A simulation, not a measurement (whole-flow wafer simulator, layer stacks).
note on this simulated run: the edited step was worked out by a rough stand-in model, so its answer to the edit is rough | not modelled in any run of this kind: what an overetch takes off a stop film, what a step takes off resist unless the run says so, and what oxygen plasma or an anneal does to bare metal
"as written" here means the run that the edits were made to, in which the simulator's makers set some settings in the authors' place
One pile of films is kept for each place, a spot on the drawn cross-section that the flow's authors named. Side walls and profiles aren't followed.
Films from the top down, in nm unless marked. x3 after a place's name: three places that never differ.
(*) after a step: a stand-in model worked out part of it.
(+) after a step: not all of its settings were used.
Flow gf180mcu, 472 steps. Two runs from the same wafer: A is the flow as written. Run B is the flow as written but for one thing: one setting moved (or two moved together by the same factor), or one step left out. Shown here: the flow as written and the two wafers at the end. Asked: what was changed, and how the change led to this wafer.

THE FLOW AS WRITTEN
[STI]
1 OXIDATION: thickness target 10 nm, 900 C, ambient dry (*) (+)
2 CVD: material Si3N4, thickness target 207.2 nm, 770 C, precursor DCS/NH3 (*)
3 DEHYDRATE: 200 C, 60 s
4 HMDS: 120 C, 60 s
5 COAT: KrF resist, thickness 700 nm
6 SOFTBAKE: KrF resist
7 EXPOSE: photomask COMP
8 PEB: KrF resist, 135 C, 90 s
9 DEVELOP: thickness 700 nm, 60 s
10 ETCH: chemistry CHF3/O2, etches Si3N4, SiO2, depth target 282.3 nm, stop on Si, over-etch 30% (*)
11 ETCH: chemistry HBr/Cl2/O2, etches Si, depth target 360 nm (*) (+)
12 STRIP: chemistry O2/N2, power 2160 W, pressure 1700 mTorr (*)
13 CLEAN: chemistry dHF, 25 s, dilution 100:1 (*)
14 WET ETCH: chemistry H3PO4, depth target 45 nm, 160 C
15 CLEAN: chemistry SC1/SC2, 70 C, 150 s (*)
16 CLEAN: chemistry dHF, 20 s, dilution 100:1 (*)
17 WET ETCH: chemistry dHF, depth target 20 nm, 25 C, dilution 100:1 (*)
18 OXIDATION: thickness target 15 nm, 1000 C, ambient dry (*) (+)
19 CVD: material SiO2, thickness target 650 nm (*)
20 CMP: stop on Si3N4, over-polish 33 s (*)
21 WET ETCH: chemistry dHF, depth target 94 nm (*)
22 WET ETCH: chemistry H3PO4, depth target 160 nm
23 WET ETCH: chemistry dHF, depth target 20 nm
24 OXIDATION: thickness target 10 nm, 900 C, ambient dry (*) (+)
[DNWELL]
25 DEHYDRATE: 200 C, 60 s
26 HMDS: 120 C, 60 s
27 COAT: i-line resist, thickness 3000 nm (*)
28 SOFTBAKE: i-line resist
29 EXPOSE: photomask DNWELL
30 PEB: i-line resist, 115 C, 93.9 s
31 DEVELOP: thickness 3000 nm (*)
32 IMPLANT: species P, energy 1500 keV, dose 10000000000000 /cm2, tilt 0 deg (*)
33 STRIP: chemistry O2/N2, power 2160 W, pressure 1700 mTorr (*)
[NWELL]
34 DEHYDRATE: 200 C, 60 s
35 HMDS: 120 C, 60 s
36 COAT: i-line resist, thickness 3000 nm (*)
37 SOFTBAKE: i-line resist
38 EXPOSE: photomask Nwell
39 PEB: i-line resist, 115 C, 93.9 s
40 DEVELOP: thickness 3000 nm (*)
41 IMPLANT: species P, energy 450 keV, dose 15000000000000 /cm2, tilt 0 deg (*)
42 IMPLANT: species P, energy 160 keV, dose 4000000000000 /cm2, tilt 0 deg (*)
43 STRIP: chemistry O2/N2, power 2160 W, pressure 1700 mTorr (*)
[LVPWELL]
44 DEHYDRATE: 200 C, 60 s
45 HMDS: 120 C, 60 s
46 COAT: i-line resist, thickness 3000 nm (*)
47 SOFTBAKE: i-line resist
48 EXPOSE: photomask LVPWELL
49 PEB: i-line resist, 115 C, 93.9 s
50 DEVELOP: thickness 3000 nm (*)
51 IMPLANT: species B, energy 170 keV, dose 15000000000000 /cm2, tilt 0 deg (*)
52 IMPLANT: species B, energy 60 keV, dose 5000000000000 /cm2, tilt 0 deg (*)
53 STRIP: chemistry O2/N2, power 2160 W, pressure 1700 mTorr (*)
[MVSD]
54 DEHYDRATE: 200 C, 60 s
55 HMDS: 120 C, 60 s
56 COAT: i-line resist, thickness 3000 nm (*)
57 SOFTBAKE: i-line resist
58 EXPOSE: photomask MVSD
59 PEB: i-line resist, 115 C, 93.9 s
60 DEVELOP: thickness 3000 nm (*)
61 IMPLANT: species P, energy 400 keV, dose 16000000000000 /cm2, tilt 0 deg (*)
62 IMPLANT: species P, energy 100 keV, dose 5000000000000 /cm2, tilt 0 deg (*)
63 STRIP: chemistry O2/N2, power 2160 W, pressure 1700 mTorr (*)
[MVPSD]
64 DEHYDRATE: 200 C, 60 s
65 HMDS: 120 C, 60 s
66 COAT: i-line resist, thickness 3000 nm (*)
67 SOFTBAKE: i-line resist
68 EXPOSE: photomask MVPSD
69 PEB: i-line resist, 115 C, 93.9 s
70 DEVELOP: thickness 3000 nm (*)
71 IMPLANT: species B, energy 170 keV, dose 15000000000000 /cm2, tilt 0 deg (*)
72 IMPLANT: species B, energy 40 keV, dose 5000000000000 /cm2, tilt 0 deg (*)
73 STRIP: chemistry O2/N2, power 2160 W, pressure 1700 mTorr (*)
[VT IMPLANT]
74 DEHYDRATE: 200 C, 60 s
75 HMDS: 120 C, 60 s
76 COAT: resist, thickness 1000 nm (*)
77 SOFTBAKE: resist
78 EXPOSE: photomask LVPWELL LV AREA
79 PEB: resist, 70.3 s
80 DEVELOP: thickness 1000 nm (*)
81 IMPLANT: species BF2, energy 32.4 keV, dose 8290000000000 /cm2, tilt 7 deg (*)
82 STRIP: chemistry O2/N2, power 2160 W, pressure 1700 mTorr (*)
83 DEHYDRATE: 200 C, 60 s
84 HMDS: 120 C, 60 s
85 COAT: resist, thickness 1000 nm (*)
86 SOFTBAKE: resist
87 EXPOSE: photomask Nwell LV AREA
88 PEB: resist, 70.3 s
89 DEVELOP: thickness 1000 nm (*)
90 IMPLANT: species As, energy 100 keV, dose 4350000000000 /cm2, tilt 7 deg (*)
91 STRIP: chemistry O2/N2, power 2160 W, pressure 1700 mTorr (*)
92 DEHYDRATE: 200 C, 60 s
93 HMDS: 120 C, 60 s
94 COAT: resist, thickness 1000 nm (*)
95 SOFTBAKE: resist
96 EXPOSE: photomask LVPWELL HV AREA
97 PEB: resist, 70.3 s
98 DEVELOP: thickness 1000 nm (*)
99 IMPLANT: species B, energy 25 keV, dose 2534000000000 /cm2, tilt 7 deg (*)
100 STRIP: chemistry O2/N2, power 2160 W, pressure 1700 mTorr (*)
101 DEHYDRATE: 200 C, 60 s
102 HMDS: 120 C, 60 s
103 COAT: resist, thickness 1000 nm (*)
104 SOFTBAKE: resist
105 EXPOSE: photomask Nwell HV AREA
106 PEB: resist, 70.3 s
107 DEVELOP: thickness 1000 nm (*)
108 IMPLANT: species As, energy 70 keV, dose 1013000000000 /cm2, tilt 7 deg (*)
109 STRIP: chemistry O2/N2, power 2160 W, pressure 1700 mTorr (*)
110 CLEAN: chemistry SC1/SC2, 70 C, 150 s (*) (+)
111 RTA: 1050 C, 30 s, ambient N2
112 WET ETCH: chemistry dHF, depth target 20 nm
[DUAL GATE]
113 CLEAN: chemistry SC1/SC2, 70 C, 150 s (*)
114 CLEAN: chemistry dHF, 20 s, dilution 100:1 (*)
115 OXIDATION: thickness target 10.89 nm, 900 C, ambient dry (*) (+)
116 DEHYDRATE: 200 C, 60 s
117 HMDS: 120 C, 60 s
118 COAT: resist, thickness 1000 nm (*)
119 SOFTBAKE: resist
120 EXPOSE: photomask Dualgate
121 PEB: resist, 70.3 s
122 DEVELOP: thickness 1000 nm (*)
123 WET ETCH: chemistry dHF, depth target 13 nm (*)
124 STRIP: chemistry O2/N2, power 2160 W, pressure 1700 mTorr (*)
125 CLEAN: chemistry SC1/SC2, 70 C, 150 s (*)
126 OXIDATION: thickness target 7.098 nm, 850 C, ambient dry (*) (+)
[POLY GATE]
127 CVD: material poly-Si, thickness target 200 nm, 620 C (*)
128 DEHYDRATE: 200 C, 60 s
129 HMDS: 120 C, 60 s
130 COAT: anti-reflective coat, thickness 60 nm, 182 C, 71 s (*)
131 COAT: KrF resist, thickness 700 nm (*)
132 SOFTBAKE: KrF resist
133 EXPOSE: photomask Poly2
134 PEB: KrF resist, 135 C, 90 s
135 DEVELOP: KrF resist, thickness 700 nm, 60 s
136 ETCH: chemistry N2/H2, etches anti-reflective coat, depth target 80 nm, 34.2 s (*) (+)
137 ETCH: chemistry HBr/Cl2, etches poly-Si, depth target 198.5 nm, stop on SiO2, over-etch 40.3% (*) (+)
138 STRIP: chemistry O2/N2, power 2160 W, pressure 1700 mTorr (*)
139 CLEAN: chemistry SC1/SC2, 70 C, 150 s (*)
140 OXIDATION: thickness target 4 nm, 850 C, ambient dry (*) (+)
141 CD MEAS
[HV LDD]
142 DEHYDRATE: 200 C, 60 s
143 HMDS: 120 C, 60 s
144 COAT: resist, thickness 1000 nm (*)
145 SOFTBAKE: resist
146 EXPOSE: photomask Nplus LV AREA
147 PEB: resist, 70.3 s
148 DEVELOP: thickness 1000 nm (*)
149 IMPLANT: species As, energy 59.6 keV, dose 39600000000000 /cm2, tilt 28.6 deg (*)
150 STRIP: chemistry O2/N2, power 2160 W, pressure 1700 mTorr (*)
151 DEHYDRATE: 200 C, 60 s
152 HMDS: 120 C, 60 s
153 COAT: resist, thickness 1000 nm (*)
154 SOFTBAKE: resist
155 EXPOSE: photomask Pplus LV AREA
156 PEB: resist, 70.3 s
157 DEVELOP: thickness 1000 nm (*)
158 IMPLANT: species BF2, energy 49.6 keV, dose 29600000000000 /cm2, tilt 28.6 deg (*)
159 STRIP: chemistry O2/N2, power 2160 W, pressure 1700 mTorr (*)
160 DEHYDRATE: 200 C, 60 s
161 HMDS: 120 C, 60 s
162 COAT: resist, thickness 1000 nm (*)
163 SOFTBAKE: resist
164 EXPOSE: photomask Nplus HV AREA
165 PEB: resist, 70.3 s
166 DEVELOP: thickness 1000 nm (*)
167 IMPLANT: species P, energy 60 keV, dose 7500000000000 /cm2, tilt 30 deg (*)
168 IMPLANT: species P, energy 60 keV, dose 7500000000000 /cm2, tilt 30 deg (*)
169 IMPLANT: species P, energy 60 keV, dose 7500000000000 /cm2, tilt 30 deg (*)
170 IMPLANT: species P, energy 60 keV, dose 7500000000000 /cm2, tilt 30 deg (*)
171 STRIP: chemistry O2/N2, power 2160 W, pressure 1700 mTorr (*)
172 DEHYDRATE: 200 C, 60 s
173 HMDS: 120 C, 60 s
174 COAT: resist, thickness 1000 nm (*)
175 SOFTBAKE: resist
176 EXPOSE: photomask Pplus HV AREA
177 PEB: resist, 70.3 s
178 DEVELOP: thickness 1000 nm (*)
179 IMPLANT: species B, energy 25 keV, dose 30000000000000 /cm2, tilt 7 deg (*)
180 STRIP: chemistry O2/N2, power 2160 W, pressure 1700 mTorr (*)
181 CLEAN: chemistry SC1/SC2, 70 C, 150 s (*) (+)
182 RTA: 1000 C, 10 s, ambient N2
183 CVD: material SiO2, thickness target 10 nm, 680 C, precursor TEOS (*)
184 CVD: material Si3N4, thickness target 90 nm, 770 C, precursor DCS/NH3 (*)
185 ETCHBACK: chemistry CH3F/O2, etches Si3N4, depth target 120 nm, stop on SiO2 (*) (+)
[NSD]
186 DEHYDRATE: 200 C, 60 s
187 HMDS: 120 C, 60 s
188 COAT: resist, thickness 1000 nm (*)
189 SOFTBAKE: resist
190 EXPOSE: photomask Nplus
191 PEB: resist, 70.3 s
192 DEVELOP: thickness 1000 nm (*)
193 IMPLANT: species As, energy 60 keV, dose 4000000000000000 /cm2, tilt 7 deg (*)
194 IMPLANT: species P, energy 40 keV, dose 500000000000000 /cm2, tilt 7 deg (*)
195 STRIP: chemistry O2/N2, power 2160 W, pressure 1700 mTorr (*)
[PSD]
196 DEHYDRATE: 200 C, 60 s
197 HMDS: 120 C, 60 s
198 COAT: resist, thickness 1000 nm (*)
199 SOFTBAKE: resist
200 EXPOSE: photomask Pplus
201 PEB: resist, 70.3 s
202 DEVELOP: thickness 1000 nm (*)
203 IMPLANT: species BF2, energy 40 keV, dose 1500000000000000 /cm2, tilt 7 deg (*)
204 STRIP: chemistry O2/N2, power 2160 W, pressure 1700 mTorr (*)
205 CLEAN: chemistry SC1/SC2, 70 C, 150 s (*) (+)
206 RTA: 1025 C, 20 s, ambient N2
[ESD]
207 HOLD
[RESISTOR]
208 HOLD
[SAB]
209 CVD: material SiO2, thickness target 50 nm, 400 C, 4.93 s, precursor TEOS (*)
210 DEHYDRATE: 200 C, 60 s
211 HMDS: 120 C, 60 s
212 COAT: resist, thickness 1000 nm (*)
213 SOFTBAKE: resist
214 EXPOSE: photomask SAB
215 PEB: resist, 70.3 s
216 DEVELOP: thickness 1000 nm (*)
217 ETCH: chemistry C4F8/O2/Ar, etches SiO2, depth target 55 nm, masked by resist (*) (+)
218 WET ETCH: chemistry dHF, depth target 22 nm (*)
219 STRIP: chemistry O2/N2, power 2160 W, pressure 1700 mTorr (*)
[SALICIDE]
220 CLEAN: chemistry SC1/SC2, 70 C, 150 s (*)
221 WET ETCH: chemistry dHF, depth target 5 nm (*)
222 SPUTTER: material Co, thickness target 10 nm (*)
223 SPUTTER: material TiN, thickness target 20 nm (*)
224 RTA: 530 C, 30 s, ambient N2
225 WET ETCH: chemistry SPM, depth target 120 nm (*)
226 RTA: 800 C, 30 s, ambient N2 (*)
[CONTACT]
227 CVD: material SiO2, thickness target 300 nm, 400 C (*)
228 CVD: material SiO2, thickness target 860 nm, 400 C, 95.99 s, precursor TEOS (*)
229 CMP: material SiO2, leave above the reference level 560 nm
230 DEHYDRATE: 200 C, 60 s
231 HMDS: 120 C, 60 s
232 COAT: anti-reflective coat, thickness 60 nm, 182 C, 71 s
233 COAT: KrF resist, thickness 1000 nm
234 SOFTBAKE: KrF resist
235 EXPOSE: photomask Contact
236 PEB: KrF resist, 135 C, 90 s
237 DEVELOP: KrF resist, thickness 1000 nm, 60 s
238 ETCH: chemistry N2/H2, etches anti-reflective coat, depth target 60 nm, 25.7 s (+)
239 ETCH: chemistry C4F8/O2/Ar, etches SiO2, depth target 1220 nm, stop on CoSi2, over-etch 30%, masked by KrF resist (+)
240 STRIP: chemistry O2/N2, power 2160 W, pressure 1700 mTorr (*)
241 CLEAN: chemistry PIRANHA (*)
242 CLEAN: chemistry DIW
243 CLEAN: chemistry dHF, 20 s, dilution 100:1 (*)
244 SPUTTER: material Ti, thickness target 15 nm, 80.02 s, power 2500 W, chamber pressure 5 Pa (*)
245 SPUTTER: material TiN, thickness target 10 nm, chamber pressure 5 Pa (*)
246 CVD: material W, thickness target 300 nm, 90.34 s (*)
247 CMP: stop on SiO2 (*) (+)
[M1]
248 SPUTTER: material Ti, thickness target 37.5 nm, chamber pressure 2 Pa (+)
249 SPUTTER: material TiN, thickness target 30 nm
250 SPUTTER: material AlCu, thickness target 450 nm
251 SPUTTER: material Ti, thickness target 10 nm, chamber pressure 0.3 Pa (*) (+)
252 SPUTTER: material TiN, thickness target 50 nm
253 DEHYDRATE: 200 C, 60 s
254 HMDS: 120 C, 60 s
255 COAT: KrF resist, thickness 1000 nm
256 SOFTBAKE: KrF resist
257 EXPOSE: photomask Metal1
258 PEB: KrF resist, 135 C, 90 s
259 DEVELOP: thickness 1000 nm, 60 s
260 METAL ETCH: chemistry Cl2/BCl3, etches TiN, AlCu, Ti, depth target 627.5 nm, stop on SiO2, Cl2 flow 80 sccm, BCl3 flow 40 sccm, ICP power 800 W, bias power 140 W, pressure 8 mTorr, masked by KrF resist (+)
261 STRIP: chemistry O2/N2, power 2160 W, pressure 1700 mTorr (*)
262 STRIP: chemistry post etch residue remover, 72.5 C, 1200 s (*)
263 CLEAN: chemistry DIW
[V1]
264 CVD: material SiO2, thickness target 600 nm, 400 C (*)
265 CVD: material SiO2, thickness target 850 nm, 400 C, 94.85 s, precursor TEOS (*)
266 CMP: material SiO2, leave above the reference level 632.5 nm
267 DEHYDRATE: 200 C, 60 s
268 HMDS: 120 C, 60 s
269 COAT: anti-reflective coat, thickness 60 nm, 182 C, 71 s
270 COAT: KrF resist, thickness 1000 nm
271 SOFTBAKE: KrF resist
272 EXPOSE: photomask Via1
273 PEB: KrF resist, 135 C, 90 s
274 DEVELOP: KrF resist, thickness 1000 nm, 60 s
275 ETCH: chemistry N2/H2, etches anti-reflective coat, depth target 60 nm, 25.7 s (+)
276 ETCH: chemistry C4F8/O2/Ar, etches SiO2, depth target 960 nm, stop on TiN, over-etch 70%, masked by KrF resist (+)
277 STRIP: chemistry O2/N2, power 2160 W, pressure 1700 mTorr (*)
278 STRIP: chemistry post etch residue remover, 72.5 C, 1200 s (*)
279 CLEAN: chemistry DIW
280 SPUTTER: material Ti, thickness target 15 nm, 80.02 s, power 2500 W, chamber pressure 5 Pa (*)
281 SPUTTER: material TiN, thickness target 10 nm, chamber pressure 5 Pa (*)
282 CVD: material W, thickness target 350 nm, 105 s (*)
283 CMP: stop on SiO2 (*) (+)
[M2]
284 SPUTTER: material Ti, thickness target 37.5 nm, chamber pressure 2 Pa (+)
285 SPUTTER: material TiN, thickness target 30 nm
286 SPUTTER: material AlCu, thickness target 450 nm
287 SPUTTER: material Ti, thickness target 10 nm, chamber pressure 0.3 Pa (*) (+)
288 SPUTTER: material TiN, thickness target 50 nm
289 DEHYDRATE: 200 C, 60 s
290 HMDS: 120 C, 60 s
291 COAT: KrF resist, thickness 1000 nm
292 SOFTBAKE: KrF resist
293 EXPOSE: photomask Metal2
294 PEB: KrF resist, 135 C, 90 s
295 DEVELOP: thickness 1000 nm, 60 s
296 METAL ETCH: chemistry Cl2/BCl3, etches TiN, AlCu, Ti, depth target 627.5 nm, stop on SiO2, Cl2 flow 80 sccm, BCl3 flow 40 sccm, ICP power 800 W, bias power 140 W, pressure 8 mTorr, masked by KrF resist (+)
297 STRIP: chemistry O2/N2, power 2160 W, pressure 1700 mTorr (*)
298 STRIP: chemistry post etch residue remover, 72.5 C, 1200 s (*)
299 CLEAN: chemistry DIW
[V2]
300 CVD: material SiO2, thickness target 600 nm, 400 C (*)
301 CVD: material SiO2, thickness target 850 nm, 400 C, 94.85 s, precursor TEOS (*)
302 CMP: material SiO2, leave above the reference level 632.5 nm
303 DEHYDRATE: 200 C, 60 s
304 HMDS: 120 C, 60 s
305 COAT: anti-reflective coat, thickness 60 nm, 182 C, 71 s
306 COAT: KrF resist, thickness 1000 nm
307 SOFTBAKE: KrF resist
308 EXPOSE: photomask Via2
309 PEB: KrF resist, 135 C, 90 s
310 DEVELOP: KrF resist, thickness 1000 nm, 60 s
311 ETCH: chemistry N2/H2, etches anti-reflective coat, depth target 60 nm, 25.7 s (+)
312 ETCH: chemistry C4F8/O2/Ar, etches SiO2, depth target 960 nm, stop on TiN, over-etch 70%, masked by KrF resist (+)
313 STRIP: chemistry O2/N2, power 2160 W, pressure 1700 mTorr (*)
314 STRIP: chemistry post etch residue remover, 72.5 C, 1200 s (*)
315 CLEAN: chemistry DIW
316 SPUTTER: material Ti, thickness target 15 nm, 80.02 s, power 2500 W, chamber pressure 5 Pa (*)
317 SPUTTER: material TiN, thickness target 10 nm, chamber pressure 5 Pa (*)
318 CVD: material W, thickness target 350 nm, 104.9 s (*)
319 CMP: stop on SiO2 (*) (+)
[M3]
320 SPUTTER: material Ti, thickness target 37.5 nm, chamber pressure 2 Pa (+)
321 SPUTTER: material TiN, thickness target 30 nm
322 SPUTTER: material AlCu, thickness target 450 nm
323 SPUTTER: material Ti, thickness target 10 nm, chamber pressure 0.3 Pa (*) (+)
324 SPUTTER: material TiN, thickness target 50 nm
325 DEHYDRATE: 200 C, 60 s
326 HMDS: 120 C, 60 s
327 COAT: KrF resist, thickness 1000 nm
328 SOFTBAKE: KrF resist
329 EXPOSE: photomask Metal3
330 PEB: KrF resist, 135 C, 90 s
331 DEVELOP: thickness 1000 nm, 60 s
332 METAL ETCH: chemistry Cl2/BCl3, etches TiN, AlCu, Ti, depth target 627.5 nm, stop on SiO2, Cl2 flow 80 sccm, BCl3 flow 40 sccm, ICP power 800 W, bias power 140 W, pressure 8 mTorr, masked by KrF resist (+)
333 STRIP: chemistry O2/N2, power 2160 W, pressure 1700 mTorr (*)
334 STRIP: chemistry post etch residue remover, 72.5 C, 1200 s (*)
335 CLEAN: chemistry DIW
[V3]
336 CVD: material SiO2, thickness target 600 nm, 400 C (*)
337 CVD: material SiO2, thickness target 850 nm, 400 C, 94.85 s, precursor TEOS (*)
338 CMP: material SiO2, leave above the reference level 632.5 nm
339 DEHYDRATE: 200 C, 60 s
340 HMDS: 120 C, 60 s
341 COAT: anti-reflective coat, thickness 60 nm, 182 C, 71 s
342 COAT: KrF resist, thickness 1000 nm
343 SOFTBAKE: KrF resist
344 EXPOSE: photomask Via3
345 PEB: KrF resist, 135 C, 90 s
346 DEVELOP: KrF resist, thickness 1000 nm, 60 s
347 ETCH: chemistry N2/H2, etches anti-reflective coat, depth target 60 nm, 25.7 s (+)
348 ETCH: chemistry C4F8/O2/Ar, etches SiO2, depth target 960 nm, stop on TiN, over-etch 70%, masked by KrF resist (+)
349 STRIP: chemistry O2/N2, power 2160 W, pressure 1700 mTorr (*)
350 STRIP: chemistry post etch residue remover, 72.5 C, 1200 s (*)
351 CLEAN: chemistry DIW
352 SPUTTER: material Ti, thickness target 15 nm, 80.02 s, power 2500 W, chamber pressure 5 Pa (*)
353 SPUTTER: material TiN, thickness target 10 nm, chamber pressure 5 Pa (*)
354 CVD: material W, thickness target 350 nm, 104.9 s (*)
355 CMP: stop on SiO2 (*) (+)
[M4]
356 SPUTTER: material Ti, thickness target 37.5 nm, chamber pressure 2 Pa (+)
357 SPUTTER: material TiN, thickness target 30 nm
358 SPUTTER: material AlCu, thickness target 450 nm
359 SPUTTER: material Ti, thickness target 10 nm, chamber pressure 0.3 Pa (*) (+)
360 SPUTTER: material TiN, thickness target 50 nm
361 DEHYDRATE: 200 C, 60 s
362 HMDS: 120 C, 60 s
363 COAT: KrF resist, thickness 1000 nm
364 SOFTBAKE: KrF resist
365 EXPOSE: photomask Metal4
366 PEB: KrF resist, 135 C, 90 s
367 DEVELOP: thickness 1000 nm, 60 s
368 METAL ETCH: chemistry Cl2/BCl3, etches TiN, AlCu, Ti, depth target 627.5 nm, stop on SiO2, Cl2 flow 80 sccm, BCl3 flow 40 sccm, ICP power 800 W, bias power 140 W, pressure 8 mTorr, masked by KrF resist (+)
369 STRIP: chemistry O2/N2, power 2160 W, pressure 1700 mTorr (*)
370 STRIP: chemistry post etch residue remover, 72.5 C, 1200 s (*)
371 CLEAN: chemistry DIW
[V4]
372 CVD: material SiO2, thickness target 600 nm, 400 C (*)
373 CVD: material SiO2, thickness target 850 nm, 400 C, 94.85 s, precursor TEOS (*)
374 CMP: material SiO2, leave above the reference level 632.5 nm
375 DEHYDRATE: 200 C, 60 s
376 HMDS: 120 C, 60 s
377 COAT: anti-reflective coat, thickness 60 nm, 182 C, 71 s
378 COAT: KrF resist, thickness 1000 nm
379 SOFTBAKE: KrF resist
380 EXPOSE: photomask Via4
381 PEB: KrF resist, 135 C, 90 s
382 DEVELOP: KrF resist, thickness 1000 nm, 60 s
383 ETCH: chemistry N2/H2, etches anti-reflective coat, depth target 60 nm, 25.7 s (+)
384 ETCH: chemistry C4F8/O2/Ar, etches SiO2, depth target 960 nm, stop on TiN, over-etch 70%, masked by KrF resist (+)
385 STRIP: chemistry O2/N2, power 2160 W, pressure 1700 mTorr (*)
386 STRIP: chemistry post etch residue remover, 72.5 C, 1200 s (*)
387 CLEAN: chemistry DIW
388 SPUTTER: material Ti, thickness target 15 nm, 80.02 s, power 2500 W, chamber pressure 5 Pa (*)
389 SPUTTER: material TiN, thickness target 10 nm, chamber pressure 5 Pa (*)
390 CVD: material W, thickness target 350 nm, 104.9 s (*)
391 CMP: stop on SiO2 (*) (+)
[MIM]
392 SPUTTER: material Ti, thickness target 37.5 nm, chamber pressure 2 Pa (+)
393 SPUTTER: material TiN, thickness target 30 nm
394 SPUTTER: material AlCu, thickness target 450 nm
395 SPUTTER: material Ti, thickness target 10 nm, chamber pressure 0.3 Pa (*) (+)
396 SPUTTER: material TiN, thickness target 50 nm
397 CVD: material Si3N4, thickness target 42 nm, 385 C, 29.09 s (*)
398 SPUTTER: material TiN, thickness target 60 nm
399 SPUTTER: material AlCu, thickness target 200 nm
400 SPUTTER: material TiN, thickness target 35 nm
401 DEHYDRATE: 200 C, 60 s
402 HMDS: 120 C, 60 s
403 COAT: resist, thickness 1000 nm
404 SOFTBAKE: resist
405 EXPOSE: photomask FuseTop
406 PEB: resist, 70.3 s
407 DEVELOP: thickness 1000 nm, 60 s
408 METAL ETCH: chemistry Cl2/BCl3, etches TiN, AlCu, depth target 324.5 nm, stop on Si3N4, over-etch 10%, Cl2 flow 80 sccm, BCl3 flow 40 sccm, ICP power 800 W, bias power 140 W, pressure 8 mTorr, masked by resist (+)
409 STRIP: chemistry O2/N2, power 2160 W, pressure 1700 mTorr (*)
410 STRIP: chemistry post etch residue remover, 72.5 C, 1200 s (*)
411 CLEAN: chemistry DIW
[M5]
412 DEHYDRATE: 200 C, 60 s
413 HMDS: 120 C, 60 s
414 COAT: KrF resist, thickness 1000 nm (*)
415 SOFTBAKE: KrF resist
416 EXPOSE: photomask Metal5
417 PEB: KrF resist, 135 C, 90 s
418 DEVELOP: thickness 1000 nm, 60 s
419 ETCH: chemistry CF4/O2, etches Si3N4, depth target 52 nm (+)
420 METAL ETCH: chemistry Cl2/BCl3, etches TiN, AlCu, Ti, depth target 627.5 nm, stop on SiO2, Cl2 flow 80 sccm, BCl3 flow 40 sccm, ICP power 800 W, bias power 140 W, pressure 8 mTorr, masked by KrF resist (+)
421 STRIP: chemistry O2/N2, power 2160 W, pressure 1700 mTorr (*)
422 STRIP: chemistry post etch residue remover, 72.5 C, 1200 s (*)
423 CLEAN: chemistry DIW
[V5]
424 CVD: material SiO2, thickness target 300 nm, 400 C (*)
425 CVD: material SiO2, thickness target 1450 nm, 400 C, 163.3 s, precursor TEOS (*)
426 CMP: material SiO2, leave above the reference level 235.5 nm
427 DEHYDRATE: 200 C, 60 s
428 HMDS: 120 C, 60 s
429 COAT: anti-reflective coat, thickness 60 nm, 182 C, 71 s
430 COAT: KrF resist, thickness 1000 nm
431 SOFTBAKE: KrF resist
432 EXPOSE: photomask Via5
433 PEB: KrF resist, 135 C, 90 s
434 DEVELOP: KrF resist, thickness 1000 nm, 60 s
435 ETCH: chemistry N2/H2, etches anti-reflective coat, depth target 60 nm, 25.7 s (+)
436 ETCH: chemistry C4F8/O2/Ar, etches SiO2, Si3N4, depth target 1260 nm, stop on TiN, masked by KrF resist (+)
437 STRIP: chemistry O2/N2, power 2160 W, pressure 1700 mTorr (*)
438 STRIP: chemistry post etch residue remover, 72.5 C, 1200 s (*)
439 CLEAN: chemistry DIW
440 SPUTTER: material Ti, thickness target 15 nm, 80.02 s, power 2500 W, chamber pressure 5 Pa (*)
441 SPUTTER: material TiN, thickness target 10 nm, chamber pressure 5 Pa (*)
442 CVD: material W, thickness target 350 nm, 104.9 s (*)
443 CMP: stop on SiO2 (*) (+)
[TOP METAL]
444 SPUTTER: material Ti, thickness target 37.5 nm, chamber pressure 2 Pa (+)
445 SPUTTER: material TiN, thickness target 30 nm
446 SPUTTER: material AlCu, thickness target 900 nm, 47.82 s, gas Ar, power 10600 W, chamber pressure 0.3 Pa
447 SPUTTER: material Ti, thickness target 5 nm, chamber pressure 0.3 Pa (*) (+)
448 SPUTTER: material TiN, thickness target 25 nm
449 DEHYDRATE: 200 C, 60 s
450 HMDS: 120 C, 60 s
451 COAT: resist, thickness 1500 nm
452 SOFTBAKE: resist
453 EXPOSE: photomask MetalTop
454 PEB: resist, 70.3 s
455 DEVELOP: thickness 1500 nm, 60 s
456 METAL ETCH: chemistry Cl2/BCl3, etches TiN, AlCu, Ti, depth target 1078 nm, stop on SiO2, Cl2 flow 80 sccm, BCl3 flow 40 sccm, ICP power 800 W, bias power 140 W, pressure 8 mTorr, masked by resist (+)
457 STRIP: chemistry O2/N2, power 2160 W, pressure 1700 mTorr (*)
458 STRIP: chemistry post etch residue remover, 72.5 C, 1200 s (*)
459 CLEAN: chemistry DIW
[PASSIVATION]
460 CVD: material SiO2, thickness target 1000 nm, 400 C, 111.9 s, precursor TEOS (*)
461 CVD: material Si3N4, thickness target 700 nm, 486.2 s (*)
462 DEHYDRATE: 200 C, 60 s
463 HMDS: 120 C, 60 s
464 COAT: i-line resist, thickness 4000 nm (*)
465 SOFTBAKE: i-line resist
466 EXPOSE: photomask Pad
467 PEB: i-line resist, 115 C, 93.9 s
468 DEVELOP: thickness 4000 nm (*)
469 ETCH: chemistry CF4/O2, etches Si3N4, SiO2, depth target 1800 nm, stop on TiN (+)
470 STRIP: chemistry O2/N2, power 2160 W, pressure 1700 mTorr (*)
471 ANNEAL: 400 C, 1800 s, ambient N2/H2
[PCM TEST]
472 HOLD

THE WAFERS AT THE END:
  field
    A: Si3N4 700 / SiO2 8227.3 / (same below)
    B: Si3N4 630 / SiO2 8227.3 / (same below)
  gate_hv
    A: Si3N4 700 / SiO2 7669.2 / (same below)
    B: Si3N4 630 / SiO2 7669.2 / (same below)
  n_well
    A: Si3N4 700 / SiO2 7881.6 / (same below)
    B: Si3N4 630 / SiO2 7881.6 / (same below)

The cause: step 461, CVD: thickness target 630 nm was run, where the flow has thickness target 700 nm; step 461, CVD: 437.6 s was run, where the flow has 486.2 s.
It can be read off the wafer: field has Si3N4 630, and step 461 as written asks for 700 nm.

How the change led to this, step by step:
  461 CVD: material Si3N4, thickness target 700 nm, 486.2 s (*)
      field, field__w1, field__w2 and 109 more: A Si3N4 +700 (new film) | B Si3N4 +630 (new film)
  469 ETCH: chemistry CF4/O2, etches Si3N4, SiO2, depth target 1800 nm, stop on TiN (+)
      pad: A Si3N4 -700 (all of it), SiO2 -1000 (all of it) | B Si3N4 -630 (all of it), SiO2 -1000 (all of it)
